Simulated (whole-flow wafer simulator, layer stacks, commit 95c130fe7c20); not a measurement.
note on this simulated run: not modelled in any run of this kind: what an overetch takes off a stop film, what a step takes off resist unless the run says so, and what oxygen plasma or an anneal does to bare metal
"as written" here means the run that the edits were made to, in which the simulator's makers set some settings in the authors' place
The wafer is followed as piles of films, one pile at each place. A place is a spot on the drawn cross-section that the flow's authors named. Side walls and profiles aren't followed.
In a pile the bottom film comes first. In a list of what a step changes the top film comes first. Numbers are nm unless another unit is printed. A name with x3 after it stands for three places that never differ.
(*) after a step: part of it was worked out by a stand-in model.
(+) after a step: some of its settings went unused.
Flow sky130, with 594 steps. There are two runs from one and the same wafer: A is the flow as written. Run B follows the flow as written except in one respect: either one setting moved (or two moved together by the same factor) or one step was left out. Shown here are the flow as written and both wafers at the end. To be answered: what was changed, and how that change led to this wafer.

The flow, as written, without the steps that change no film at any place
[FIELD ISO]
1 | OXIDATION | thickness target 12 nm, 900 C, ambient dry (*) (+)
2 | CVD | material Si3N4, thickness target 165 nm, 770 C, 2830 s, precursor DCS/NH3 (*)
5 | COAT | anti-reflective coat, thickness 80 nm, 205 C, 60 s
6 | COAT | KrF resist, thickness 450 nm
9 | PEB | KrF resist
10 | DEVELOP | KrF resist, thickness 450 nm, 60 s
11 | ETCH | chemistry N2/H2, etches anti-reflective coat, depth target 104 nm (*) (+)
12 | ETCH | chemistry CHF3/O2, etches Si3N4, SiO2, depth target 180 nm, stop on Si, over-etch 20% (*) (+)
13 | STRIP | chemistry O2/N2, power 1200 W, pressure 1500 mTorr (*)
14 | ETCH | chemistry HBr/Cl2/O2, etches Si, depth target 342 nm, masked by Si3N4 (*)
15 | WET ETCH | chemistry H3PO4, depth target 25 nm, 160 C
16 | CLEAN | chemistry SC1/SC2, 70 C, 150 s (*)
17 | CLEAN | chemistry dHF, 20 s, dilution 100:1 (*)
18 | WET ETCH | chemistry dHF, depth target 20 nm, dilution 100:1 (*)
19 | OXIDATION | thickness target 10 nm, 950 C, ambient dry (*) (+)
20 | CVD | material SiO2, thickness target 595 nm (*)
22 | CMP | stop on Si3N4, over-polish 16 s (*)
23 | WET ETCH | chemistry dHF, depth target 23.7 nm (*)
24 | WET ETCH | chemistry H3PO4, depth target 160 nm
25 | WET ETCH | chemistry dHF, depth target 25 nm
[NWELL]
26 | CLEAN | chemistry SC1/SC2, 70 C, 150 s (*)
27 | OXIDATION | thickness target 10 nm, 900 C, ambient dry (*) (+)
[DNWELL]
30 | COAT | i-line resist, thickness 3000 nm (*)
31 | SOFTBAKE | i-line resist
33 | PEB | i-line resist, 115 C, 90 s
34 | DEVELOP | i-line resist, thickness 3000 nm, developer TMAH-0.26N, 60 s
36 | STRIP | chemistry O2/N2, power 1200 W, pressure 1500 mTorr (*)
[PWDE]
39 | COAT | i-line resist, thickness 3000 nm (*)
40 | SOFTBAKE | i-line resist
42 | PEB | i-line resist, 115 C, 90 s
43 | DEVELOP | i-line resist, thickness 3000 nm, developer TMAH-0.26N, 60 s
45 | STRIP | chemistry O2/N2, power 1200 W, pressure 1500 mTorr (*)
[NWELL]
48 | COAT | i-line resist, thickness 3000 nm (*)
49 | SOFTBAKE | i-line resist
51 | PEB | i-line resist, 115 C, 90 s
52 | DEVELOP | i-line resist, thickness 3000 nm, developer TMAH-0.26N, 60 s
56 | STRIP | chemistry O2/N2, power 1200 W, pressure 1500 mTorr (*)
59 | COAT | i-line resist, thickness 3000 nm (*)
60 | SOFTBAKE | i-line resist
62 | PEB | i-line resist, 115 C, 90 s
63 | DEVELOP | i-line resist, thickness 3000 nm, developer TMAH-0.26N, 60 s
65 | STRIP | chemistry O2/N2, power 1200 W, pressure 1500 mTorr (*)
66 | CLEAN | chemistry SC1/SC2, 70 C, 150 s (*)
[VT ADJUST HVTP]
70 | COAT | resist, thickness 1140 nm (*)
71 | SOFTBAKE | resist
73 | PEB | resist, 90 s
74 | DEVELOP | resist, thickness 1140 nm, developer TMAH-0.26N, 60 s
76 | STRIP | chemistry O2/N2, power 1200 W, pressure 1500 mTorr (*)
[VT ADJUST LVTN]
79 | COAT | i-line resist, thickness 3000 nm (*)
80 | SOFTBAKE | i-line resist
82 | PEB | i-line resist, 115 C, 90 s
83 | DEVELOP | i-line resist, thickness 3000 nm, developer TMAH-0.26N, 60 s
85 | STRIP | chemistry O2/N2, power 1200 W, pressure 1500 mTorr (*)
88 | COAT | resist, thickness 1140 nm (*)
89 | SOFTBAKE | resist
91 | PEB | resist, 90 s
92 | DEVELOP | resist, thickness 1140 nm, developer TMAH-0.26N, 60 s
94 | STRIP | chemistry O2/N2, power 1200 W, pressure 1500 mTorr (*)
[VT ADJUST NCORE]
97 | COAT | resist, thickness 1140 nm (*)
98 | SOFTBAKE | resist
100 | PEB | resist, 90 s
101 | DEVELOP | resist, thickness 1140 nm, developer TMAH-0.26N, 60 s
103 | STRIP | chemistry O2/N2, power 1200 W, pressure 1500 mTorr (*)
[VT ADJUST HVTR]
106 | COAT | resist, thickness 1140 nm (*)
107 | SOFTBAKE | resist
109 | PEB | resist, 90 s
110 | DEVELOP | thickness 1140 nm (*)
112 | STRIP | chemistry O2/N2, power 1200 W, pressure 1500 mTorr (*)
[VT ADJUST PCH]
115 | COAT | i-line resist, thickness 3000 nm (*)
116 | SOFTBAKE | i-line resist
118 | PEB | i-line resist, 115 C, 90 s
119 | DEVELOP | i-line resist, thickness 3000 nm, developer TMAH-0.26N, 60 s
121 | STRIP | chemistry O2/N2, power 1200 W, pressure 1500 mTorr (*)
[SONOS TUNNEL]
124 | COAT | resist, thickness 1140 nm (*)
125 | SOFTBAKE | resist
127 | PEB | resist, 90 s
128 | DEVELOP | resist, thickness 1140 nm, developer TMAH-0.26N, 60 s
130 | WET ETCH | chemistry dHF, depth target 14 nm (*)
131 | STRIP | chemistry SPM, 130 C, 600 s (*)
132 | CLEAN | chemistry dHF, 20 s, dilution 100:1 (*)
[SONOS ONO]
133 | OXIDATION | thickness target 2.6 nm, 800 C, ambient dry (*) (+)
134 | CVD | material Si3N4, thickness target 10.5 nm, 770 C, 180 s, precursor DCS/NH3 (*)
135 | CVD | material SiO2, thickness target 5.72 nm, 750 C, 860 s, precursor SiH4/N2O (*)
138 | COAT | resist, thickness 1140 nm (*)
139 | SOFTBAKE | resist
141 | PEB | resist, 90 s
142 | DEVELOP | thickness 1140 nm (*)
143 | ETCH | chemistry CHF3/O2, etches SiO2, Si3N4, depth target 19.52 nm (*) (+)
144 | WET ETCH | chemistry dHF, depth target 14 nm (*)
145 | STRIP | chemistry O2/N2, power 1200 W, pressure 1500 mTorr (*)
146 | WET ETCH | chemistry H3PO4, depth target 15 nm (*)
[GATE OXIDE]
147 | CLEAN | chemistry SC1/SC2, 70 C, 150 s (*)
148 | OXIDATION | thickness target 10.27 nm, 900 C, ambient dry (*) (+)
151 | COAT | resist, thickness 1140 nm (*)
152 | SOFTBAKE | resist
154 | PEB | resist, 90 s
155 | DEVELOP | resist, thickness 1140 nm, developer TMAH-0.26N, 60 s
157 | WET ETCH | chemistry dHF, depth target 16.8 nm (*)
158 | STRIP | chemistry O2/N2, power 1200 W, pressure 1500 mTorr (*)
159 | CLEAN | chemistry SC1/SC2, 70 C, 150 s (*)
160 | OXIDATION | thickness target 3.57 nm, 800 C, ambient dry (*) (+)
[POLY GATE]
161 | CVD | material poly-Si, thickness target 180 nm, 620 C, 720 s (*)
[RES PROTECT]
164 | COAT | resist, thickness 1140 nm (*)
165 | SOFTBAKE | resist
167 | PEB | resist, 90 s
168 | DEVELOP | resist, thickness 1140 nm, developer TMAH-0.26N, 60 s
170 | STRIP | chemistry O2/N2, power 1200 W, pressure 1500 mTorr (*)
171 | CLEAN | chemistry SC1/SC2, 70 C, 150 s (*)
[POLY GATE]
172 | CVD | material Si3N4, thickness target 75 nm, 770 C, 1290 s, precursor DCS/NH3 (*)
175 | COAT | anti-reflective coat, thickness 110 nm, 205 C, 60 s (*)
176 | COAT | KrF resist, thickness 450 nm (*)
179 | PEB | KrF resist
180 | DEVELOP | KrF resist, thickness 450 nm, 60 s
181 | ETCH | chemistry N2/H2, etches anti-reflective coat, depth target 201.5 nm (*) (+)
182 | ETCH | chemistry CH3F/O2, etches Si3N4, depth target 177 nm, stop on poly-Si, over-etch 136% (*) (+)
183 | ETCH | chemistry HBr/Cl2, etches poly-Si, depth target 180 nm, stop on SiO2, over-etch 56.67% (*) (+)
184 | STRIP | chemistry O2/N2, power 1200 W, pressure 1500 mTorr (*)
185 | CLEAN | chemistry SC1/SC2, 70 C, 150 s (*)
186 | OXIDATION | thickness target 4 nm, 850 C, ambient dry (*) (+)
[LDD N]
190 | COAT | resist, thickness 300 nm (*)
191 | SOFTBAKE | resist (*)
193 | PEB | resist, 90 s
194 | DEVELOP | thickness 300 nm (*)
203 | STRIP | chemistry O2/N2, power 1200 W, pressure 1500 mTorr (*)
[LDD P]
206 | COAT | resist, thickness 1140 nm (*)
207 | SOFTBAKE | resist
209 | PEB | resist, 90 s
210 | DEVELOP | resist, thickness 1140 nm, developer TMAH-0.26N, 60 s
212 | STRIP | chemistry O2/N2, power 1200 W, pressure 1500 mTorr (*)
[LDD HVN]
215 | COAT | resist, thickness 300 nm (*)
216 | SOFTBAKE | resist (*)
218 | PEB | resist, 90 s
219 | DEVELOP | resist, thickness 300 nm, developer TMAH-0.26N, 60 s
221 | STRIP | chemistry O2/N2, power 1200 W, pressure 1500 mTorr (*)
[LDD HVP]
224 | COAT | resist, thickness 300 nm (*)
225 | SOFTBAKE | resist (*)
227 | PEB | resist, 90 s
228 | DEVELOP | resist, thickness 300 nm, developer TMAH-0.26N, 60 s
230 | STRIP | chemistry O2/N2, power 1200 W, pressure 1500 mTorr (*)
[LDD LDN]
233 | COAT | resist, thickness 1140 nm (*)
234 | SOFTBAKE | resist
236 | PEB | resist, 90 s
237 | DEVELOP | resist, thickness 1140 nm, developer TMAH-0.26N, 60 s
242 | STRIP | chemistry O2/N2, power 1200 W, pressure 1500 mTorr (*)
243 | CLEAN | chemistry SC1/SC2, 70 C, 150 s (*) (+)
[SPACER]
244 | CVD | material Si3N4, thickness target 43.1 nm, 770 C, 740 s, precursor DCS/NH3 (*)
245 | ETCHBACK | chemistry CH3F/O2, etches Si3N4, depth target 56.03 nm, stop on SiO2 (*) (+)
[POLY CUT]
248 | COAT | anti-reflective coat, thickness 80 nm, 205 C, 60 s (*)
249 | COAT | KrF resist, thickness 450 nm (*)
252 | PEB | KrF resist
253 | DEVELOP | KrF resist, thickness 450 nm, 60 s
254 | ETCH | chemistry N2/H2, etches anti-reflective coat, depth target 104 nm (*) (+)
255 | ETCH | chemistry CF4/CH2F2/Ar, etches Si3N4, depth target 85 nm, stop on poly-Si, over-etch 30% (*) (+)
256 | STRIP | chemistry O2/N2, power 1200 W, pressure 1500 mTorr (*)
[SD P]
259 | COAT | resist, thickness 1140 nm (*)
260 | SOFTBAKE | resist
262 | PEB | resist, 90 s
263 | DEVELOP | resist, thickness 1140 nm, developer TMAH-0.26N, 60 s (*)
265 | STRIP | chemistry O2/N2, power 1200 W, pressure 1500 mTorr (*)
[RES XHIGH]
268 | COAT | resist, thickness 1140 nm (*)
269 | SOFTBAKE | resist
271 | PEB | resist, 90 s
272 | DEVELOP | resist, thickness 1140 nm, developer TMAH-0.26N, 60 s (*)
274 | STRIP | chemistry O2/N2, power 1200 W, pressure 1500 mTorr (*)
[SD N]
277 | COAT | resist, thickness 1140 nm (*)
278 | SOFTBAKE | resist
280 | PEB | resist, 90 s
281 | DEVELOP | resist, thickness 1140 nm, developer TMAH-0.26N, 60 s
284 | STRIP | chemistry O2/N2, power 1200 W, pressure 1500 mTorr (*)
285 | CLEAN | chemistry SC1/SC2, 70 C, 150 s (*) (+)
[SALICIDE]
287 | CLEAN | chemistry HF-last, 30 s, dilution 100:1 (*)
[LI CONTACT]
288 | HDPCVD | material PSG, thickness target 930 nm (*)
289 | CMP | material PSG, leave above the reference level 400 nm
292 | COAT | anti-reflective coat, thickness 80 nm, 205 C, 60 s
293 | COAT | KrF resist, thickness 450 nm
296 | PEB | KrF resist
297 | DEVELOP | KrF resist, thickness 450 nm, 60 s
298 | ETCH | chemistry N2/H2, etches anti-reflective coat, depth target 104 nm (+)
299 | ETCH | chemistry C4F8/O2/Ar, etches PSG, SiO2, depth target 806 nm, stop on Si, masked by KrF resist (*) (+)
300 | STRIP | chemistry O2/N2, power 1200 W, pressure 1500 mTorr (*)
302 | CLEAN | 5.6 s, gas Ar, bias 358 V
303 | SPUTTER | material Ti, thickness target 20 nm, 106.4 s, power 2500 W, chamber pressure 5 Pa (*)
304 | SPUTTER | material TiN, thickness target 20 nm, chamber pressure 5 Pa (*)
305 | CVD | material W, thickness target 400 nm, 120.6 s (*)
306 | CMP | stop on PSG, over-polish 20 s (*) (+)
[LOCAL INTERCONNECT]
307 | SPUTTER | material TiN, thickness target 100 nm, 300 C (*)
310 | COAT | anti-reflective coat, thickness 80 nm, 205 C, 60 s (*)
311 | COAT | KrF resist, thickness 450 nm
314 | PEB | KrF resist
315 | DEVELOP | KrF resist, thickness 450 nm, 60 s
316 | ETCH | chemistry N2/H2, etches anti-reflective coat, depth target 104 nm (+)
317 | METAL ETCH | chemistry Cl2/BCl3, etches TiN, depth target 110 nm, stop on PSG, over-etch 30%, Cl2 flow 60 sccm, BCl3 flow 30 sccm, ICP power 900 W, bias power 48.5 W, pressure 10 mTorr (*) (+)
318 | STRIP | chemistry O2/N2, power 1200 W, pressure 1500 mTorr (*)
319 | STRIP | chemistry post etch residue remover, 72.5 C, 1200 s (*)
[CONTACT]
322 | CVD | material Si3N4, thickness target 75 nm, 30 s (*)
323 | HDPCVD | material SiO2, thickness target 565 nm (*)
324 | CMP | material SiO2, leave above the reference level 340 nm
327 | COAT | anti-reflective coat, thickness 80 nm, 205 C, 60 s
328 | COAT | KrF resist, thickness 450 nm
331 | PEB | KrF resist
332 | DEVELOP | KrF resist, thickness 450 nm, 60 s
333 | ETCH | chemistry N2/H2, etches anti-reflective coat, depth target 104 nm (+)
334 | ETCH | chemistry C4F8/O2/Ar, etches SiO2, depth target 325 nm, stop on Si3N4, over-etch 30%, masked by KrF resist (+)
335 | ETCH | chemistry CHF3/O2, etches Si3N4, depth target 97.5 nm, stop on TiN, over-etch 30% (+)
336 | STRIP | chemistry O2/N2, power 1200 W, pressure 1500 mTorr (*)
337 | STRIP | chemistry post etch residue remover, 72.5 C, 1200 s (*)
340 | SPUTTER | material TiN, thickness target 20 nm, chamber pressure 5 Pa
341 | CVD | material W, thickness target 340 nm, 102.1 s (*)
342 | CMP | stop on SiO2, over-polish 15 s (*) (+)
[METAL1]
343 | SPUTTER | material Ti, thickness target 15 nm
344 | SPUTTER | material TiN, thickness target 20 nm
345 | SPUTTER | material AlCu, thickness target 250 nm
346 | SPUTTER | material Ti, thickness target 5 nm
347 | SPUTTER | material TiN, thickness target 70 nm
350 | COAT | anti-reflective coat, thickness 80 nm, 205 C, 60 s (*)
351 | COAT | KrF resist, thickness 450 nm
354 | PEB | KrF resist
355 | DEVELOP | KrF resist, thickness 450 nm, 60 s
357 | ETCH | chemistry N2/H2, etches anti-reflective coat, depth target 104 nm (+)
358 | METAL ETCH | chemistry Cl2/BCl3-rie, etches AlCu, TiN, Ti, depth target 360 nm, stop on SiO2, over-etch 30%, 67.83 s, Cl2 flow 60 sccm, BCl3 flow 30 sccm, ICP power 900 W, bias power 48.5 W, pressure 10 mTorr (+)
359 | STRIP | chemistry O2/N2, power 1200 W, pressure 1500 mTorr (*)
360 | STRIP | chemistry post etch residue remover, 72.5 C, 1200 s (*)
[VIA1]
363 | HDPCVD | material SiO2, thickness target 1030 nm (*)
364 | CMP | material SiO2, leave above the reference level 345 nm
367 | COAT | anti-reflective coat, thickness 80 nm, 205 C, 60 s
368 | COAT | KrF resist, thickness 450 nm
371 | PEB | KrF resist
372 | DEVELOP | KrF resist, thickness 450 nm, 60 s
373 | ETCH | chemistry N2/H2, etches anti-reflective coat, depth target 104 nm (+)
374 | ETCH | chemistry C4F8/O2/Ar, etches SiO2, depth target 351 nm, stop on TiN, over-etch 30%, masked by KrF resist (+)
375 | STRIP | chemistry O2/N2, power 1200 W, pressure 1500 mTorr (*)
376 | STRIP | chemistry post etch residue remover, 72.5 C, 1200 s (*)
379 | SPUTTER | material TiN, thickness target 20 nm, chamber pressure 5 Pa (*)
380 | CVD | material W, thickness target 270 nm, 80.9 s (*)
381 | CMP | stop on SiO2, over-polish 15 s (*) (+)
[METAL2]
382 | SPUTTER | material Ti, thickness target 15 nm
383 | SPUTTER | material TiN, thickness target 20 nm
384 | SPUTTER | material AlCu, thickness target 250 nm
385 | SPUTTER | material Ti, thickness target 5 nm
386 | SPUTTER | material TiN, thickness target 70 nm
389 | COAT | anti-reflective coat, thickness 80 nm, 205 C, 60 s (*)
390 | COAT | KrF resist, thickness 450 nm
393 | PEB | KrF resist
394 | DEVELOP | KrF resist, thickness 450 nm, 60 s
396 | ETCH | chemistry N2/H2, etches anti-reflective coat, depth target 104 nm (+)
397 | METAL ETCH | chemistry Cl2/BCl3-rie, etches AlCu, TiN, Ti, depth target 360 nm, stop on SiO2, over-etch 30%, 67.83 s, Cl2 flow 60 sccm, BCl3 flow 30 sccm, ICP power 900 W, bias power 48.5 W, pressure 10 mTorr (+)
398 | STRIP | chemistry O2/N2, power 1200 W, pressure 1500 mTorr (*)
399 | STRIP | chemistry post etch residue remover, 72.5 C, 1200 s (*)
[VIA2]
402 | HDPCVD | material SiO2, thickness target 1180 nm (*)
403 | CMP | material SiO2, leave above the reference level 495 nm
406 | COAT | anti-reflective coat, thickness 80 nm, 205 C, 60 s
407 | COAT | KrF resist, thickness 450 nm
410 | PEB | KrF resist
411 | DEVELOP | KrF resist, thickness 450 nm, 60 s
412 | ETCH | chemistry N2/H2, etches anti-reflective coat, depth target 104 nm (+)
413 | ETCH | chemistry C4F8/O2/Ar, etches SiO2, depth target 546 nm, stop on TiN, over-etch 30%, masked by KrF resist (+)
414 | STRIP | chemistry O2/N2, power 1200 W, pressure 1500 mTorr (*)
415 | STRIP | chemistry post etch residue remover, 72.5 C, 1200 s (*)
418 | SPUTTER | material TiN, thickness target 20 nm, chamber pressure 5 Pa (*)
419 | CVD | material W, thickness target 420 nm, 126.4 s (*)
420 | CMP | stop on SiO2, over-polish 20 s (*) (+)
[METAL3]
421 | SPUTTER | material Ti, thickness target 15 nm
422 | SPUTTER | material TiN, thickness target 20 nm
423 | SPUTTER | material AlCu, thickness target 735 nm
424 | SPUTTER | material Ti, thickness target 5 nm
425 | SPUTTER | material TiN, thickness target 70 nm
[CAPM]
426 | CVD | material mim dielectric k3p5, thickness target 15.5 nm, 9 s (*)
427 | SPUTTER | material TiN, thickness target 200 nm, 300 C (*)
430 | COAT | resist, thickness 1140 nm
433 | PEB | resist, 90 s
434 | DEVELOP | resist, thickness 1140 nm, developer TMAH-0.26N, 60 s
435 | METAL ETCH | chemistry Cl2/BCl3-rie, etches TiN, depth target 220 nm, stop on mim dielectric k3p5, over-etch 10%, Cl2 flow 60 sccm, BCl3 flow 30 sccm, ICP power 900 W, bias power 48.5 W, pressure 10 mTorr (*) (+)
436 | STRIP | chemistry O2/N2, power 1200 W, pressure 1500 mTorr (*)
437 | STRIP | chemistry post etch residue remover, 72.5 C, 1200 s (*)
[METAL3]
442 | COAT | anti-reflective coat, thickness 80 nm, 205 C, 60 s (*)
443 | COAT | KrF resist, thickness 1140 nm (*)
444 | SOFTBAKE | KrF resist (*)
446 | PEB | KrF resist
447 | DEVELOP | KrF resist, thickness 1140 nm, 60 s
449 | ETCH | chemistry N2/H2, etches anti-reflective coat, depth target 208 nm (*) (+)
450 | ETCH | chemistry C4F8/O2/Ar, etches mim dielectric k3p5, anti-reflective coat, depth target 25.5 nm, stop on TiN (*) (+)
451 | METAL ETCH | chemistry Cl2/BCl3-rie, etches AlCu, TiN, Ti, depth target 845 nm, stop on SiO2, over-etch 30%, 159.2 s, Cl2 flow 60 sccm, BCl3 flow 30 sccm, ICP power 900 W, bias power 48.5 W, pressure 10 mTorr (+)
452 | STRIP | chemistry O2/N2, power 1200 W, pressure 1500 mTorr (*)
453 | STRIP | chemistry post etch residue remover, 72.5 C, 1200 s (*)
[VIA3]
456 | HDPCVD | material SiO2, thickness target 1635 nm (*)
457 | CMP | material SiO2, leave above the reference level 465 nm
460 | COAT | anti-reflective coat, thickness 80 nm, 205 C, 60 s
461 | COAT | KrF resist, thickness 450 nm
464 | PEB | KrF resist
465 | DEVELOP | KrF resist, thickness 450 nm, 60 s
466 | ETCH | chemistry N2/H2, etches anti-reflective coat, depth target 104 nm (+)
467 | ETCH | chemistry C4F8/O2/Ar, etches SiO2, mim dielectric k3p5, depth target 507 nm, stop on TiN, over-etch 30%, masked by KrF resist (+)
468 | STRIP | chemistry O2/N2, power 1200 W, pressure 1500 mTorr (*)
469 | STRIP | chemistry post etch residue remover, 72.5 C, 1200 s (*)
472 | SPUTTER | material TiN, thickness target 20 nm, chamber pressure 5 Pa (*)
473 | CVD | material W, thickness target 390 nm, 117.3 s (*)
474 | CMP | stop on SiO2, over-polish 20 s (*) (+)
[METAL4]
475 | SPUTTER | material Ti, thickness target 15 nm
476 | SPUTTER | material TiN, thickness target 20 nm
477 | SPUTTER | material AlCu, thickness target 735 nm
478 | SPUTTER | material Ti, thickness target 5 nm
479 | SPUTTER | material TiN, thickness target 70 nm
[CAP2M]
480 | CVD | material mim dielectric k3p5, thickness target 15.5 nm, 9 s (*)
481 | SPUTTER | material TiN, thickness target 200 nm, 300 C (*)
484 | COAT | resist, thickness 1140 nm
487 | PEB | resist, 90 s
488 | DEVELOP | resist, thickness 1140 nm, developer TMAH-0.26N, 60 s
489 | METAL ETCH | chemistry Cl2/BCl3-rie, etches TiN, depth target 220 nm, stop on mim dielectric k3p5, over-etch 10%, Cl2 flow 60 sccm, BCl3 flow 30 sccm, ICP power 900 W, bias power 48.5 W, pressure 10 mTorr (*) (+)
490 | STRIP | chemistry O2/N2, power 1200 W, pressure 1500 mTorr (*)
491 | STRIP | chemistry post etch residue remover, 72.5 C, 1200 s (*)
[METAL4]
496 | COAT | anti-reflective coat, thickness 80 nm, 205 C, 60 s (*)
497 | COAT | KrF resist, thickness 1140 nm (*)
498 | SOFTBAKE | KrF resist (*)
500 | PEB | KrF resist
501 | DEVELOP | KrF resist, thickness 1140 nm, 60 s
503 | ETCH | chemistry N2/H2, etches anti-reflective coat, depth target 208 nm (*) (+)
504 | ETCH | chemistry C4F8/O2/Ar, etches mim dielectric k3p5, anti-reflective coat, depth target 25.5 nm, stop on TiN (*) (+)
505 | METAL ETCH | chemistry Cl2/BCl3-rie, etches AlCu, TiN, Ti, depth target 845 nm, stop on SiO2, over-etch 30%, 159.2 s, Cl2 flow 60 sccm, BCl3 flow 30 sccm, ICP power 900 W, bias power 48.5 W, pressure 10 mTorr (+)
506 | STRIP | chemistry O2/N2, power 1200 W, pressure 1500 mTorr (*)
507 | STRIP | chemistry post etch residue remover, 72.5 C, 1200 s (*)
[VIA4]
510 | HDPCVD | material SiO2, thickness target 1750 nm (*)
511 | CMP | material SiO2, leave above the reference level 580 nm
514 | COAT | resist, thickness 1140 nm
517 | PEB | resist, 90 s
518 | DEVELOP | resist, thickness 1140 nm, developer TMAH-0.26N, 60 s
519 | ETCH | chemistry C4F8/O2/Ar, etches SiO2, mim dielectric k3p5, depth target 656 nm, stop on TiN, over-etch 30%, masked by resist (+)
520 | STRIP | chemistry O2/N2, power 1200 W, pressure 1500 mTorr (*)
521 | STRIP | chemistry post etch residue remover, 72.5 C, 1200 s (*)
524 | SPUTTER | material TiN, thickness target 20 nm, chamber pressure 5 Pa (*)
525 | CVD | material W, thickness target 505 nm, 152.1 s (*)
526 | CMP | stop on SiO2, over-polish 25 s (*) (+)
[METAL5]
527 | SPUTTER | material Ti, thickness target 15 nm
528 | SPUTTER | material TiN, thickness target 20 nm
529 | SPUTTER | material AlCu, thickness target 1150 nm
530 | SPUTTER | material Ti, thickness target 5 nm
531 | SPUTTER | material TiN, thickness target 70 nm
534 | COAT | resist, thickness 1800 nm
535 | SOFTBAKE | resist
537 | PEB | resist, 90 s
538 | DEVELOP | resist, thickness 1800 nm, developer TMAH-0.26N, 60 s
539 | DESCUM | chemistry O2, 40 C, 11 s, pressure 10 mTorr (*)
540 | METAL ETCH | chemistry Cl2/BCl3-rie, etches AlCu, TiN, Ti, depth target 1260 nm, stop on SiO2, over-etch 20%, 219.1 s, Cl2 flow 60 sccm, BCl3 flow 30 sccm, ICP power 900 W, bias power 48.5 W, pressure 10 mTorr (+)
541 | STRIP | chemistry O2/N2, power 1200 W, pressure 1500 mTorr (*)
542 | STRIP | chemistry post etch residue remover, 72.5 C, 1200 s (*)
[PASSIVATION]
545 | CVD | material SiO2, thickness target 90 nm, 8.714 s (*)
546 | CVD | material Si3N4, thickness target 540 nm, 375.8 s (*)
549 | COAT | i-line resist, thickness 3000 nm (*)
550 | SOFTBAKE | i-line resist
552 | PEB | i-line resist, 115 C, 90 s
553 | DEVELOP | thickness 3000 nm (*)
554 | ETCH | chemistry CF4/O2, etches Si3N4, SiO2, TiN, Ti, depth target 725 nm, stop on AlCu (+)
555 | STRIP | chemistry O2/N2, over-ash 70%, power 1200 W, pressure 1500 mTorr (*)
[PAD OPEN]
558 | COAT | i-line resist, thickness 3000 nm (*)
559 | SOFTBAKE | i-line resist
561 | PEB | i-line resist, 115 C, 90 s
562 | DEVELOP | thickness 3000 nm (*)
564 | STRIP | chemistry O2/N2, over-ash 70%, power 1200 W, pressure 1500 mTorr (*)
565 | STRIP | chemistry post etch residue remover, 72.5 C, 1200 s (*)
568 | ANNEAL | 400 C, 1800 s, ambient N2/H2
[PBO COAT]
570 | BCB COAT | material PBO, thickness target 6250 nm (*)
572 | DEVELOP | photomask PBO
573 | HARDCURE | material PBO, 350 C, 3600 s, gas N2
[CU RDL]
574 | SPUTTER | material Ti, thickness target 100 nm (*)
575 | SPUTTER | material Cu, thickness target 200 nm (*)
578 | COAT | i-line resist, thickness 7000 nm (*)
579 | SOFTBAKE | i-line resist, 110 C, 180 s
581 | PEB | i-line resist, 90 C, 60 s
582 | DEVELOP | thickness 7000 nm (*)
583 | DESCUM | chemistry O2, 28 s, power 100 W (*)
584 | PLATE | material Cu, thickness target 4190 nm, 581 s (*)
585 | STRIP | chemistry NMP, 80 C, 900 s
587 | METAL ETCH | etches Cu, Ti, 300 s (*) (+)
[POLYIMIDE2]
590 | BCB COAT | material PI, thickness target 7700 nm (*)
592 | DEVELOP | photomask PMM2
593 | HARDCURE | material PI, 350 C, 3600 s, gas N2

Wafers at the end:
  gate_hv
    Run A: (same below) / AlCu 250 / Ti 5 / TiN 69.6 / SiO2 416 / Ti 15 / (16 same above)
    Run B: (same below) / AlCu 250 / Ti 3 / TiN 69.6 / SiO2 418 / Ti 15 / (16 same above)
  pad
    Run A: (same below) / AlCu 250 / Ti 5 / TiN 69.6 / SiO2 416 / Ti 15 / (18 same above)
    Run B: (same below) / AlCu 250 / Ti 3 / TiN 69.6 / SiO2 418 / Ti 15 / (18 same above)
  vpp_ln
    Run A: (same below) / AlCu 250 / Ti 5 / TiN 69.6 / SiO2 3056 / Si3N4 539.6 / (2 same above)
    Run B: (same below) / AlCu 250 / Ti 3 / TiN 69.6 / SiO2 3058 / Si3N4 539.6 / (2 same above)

Cause: step 385, SPUTTER: thickness target 3 nm was run, while the flow as written has thickness target 5 nm.
The wafer lets one read it off: gate_hv has Ti 3, and step 385 as written asks for 5 nm.

Step by step, how the change led to this:
  385 | SPUTTER | material Ti, thickness target 5 nm
      field, active, n_well and 188 more: A Ti gains 5 (new film) | B Ti gains 3 (new film)
  397 | METAL ETCH | chemistry Cl2/BCl3-rie, etches AlCu, TiN, Ti, depth target 360 nm, stop on SiO2, over-etch 30%, 67.83 s, Cl2 flow 60 sccm, BCl3 flow 30 sccm, ICP power 900 W, bias power 48.5 W, pressure 10 mTorr (+)
      field, active, gate and 82 more: A TiN loses 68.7 (all of it), Ti loses 5 (all of it), AlCu loses 250 (all of it), TiN loses 20 (all of it), Ti loses 15 (all of it), SiO2 loses 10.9 | B TiN loses 68.7 (all of it), Ti loses 3 (all of it), AlCu loses 250 (all of it), TiN loses 20 (all of it), Ti loses 15 (all of it), SiO2 loses 11.1
